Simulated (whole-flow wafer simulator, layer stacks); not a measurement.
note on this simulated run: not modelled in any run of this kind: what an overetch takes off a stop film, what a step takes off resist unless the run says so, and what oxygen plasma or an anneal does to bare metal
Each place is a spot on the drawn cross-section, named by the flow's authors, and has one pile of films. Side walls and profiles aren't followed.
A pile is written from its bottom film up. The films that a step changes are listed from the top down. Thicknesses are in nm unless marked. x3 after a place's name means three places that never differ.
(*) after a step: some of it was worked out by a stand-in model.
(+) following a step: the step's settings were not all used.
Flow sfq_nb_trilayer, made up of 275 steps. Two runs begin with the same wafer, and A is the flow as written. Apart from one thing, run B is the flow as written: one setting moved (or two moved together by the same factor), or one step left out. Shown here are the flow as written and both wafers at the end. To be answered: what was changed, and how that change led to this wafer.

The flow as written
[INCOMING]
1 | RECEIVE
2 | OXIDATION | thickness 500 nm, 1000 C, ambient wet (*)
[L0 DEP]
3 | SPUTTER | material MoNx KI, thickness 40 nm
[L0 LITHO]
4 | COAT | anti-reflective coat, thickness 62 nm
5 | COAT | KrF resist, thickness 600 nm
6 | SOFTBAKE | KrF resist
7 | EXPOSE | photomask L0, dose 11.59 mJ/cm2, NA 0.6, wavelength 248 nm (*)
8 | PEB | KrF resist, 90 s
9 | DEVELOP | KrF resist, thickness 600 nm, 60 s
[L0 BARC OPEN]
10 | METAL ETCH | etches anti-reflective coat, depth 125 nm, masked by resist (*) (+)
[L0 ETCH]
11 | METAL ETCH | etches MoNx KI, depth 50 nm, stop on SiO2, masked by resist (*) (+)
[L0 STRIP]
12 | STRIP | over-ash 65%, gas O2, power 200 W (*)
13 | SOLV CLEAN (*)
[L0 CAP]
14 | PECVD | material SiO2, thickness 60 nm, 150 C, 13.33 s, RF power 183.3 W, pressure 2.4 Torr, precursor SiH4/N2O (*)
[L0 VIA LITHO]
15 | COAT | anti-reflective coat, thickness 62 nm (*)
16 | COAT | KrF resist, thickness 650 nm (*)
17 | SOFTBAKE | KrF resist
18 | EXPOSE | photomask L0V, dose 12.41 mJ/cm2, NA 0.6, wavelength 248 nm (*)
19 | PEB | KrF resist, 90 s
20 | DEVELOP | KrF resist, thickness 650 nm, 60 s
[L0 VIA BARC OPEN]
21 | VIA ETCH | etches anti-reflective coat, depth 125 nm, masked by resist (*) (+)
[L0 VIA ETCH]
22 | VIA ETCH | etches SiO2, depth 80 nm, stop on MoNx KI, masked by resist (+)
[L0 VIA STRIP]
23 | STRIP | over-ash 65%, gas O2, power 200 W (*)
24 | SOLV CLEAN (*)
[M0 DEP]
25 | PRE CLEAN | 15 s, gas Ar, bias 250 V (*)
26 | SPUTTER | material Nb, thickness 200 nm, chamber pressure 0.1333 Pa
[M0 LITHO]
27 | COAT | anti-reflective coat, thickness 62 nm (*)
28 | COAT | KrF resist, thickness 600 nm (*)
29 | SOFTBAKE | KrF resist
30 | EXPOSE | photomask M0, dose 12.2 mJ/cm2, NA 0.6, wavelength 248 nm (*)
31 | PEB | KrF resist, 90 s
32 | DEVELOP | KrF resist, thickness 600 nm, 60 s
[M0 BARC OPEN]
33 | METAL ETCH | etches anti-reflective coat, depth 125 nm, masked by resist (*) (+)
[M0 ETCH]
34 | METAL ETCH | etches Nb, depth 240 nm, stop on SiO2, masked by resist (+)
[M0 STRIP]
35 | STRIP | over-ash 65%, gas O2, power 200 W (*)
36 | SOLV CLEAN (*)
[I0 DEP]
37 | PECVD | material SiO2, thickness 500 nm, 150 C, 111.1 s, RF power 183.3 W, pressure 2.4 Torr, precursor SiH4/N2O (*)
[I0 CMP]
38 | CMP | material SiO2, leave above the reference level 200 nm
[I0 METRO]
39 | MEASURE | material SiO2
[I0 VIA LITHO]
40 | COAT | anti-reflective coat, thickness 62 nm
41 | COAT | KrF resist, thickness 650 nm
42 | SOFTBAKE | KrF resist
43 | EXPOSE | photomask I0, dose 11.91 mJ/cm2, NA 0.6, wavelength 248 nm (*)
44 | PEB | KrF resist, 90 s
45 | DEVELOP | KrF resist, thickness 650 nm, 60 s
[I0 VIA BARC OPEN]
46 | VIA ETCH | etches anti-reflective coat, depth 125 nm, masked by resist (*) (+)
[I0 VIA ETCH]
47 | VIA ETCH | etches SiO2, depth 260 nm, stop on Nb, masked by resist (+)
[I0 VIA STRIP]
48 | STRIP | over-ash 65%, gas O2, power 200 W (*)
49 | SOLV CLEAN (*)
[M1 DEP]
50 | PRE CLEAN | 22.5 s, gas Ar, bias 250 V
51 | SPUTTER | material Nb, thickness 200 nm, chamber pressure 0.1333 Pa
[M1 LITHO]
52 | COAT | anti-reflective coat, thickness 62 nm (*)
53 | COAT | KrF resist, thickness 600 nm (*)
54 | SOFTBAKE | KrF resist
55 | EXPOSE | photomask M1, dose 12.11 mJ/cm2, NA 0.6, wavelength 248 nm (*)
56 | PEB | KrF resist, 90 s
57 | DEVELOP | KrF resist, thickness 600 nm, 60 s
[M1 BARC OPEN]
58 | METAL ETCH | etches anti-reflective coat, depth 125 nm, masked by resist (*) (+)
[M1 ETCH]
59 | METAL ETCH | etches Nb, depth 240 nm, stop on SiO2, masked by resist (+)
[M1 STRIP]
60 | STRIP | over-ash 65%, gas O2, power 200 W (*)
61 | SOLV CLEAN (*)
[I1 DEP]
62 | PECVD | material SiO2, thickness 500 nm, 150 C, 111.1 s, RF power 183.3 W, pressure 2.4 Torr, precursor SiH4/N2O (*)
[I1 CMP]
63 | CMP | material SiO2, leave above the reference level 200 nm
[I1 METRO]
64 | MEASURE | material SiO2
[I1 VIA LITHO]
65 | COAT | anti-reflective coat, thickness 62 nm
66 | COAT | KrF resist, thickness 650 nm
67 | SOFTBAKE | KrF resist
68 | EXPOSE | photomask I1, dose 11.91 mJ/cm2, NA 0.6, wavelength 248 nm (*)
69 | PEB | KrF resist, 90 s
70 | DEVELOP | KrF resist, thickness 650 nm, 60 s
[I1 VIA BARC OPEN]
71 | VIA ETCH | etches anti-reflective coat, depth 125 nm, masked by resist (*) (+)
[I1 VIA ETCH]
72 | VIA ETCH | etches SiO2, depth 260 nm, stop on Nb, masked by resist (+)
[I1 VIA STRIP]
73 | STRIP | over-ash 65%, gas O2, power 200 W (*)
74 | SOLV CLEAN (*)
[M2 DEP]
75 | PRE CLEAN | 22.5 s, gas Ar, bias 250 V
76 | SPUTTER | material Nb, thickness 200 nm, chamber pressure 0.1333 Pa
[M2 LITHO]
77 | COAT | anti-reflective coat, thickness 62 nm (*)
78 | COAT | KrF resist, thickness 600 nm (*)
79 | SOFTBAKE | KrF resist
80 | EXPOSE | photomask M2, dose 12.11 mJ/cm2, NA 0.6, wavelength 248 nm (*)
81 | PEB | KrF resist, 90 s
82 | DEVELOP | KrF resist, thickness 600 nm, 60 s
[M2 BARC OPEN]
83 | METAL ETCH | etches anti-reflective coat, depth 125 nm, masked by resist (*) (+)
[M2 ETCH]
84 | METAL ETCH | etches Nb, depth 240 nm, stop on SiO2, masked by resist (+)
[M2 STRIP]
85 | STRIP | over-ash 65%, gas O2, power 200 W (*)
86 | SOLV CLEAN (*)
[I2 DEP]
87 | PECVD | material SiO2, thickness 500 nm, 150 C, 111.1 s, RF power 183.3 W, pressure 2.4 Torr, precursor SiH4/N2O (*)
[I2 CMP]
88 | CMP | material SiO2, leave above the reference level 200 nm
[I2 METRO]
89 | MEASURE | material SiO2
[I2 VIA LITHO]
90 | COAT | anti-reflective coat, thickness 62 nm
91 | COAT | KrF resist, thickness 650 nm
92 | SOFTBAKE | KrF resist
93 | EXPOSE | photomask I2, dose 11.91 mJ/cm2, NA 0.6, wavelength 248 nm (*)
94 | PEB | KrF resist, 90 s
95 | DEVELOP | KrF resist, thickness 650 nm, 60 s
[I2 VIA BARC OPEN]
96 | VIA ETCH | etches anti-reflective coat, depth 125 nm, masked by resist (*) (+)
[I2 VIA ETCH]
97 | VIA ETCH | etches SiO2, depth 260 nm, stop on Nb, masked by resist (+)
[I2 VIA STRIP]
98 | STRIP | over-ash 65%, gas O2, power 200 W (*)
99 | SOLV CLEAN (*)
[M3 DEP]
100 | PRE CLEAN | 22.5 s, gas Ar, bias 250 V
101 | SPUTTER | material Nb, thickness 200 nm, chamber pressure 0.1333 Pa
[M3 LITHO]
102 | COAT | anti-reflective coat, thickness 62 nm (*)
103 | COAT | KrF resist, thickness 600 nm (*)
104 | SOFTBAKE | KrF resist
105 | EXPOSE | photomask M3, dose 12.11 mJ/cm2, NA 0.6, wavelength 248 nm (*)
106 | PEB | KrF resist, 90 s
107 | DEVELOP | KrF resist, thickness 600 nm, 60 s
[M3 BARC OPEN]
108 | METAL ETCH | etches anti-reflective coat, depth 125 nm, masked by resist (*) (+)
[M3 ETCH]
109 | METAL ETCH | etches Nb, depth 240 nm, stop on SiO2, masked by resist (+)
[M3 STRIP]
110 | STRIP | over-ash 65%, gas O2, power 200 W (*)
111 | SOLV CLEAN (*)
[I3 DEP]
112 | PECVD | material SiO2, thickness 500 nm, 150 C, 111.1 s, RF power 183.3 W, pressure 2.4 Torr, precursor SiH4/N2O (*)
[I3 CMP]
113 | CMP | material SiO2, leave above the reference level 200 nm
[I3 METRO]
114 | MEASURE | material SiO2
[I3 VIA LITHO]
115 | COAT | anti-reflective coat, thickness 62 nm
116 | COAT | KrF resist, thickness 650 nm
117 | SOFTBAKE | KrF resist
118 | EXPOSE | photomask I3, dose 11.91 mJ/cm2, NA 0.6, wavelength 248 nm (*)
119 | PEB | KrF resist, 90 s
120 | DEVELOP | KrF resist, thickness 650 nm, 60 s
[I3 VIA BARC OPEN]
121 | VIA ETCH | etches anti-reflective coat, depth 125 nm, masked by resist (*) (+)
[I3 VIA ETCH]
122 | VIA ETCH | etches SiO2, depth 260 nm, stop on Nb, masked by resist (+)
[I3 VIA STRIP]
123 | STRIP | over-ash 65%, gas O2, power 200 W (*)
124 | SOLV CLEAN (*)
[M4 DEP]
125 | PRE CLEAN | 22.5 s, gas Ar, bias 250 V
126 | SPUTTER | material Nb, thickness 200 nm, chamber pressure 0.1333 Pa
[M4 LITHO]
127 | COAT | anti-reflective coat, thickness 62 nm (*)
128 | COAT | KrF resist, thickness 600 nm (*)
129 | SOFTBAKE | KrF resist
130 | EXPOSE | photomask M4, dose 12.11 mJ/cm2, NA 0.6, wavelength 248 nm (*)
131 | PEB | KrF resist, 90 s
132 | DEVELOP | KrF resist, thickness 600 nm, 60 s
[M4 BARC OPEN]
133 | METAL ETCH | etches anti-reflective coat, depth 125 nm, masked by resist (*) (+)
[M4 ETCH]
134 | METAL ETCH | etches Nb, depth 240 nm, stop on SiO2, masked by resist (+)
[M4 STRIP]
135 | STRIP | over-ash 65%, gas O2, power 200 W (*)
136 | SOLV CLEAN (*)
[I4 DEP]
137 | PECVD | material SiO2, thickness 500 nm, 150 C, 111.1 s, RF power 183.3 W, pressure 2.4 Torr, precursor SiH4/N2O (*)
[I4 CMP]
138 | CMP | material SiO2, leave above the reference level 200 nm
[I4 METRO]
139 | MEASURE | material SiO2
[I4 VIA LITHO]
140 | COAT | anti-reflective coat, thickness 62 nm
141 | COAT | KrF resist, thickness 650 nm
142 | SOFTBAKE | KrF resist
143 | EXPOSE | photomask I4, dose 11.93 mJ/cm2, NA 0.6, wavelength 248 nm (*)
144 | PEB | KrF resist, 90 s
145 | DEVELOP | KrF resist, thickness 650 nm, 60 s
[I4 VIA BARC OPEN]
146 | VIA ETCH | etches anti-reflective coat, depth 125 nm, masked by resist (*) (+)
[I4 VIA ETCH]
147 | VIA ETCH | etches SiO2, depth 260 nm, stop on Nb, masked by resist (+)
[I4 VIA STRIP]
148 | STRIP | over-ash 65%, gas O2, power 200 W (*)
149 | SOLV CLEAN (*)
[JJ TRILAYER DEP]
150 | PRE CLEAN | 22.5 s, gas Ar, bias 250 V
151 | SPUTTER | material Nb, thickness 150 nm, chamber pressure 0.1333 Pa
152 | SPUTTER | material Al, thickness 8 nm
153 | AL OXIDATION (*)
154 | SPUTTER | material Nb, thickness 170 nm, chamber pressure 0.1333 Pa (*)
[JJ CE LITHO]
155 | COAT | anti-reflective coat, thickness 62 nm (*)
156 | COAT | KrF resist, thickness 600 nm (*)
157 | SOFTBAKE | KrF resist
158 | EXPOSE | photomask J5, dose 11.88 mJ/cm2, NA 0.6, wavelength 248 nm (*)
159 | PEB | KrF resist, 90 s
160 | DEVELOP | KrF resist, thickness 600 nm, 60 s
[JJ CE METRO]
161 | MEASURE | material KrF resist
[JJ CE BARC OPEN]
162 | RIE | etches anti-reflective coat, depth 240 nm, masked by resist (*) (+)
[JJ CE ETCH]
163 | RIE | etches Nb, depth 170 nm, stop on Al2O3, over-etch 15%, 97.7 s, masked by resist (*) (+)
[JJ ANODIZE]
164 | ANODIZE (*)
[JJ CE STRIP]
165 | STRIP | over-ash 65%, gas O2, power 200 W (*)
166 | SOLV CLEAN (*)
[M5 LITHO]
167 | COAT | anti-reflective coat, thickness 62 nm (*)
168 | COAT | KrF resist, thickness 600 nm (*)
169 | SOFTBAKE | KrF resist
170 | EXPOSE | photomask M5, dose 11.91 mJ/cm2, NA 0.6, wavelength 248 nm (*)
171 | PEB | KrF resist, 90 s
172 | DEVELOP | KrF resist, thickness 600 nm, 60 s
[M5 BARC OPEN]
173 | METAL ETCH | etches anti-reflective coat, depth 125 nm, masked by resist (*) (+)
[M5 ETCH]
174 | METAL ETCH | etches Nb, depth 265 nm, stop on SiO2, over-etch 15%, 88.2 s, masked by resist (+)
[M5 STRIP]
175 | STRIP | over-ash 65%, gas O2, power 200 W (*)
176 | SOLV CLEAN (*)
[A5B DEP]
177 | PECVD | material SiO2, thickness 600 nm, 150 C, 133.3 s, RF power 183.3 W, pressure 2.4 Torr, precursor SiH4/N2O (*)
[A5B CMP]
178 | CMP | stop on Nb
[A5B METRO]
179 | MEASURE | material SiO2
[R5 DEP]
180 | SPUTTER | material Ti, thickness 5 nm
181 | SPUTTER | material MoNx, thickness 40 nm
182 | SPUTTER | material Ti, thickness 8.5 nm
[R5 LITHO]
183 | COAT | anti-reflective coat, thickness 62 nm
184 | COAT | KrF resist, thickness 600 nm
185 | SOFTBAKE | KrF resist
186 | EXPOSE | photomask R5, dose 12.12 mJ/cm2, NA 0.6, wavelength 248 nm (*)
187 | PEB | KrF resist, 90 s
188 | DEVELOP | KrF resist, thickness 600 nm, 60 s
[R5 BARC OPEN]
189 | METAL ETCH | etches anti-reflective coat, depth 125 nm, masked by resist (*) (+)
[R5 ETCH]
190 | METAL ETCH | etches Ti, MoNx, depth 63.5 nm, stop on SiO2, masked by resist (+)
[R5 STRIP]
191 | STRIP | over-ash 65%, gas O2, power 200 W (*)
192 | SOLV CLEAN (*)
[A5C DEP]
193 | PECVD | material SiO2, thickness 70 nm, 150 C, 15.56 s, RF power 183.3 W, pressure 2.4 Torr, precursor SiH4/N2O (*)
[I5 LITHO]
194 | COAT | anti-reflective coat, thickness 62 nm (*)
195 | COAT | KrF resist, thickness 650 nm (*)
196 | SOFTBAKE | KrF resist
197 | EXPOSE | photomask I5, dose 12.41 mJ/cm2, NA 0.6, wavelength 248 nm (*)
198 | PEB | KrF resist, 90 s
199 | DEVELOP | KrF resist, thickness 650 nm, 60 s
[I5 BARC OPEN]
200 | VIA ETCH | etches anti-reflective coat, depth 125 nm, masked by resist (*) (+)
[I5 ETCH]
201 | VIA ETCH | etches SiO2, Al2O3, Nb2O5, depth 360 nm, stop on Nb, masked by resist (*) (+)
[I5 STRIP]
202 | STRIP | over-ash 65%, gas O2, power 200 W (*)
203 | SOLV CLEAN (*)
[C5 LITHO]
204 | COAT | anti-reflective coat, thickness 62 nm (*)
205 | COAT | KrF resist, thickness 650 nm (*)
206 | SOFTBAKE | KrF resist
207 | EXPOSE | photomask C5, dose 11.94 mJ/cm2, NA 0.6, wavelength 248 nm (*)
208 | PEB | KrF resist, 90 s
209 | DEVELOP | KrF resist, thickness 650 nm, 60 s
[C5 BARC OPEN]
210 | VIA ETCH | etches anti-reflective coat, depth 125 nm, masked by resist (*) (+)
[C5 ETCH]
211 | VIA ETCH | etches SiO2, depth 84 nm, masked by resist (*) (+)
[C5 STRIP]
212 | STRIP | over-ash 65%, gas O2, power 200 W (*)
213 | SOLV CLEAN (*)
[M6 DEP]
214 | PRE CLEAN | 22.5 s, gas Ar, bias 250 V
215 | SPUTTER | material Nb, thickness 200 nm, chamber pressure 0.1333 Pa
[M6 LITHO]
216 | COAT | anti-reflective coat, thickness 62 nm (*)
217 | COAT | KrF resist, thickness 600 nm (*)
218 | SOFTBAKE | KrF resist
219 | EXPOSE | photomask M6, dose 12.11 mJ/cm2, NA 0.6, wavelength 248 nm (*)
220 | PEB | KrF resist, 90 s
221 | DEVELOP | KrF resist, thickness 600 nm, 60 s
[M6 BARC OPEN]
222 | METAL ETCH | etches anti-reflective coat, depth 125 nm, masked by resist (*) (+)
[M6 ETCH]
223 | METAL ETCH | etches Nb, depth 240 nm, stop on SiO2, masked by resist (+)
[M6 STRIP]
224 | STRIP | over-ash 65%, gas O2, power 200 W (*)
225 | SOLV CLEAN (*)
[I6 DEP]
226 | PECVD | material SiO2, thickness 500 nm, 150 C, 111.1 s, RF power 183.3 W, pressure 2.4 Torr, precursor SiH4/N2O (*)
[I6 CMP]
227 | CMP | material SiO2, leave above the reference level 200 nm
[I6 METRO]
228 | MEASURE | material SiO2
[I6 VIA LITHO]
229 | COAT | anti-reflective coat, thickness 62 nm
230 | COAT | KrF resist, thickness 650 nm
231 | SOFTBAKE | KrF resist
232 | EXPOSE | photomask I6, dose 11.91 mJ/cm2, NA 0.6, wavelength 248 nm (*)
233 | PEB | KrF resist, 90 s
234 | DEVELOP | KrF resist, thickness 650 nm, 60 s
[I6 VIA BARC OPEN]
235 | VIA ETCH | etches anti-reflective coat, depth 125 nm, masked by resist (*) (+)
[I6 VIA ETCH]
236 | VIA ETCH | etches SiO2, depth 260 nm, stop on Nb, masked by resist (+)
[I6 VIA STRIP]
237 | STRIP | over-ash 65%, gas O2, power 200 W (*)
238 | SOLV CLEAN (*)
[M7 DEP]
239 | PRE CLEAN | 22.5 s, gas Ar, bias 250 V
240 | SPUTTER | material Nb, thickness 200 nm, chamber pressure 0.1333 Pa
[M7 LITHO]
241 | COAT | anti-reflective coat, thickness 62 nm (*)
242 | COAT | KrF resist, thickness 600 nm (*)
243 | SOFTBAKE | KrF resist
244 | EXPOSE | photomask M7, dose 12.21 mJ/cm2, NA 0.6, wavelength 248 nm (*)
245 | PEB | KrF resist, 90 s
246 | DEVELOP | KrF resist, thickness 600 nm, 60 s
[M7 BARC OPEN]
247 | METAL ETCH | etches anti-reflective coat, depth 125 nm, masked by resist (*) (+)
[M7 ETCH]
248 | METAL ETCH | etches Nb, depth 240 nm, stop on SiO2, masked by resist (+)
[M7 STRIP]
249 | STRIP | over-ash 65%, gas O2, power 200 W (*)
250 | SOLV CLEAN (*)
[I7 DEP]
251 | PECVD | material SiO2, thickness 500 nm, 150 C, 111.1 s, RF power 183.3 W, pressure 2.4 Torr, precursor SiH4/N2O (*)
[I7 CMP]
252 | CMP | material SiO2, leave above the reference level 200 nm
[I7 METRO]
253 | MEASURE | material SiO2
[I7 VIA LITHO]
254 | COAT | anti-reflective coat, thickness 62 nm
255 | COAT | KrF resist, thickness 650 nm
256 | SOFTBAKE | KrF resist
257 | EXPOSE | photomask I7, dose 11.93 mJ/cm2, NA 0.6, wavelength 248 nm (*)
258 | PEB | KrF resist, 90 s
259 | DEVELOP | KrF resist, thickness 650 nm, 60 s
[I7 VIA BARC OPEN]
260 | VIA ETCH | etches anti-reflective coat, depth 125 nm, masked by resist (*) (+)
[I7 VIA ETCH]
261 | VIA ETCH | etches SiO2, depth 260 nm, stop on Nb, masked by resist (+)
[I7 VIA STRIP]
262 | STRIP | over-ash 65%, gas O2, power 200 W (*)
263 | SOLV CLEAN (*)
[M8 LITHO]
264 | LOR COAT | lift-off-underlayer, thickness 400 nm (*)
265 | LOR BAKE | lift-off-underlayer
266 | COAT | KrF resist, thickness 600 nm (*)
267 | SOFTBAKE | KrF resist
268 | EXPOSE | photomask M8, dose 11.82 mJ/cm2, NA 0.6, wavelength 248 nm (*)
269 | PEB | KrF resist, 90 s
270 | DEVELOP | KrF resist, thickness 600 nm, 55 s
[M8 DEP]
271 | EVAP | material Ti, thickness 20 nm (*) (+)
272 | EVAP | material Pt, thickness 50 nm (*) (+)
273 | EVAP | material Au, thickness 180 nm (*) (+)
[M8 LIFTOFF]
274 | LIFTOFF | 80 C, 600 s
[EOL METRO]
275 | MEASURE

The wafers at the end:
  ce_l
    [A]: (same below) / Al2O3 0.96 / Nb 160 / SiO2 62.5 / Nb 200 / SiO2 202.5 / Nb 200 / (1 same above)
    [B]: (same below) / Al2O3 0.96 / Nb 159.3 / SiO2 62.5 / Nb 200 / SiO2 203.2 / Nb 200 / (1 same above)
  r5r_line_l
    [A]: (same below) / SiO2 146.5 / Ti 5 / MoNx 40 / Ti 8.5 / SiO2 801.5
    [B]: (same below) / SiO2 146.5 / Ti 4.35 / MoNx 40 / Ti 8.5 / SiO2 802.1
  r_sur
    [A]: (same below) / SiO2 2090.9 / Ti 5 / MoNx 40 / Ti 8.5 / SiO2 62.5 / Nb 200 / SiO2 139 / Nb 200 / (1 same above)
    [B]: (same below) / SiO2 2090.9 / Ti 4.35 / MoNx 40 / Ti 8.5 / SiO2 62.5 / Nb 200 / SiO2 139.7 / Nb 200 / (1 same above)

What caused this: step 180, SPUTTER: thickness 4.35 nm was run, whereas the flow has thickness 5 nm.
The wafer itself shows it: r5r_line_l has Ti 4.35, and step 180 as written asks for 5 nm.

The path from the change to this, step by step:
  180 | SPUTTER | material Ti, thickness 5 nm
      field_l, v_sur, via_wl and 103 more: A +5 Ti (new film) | B +4.35 Ti (new film)
  190 | METAL ETCH | etches Ti, MoNx, depth 63.5 nm, stop on SiO2, masked by resist (+)
      field_l, v_sur, via_wl and 92 more: A -8.5 Ti (all of it), -40 MoNx (all of it), -5 Ti (all of it) | B -8.5 Ti (all of it), -40 MoNx (all of it), -4.35 Ti (all of it)
      ce_l, c5j, ce_r, wl_jj: A -8.5 Ti (all of it), -40 MoNx (all of it), -5 Ti (all of it), -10 Nb | B -8.5 Ti (all of it), -40 MoNx (all of it), -4.35 Ti (all of it), -10.7 Nb
